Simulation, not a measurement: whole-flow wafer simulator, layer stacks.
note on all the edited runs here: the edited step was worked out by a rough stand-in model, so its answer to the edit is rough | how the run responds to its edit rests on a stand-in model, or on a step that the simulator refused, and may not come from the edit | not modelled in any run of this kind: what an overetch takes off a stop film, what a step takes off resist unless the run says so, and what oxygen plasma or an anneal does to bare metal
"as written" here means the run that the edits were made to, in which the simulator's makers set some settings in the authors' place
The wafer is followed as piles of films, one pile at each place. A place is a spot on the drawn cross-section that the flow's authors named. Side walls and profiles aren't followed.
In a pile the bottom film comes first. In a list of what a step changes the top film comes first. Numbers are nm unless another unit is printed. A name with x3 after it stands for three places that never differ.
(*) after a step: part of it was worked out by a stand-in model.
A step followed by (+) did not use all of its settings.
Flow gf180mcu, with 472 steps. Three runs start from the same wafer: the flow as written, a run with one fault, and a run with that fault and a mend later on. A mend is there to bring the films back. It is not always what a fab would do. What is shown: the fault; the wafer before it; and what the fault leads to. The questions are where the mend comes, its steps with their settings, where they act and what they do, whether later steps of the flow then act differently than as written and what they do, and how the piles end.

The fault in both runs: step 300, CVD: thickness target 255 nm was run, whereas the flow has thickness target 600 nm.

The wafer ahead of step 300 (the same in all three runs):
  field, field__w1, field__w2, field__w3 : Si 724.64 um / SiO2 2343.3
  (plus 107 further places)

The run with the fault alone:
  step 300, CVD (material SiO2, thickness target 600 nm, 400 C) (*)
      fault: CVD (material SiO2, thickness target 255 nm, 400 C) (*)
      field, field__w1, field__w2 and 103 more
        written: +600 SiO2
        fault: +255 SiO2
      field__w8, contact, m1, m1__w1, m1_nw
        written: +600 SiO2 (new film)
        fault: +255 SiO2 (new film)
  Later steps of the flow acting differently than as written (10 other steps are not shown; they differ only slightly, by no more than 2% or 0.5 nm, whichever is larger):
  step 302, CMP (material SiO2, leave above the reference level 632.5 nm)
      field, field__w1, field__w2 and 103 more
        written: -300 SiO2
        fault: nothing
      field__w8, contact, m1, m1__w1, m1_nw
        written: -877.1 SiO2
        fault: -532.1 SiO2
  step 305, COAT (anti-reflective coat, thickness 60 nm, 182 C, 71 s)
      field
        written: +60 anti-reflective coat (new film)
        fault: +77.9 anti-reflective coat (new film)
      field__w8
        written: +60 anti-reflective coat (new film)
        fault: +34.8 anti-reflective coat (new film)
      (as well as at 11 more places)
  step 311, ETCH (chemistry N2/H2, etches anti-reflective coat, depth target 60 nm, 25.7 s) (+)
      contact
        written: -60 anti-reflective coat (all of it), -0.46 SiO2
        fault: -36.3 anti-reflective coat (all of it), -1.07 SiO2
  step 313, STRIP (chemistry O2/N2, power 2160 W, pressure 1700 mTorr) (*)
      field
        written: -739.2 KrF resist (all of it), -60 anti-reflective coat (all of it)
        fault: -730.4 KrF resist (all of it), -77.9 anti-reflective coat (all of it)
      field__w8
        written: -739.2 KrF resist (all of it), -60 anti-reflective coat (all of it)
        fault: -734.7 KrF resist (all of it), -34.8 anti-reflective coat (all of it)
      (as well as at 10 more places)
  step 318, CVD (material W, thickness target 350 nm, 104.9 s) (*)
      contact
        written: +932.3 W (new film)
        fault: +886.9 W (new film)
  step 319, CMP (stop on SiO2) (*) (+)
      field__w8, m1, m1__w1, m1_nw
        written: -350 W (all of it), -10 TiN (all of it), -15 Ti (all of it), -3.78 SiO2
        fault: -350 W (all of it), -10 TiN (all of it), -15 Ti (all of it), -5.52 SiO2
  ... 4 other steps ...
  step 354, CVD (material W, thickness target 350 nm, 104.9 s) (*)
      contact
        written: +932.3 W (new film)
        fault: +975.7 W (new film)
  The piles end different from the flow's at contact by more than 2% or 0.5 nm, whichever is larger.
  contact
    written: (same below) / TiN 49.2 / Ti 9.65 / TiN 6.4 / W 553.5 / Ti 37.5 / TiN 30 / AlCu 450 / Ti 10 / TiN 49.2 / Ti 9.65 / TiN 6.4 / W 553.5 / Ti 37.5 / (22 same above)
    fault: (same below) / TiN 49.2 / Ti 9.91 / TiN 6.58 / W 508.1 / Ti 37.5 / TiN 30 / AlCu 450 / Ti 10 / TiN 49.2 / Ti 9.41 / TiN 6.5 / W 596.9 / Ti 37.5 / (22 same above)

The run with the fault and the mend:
  After step 300 comes the mend.
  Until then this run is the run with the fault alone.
  step 300a, CVD (material SiO2, thickness target 345 nm, 400 C) (*) (the flow's step 300 again, with other settings)
      field, field__w1, field__w2 and 108 more
        +345 SiO2
  None of the later steps of the flow acts differently than as written at any place that is followed.
  At every place that both follow, the piles at the end match the flow's.
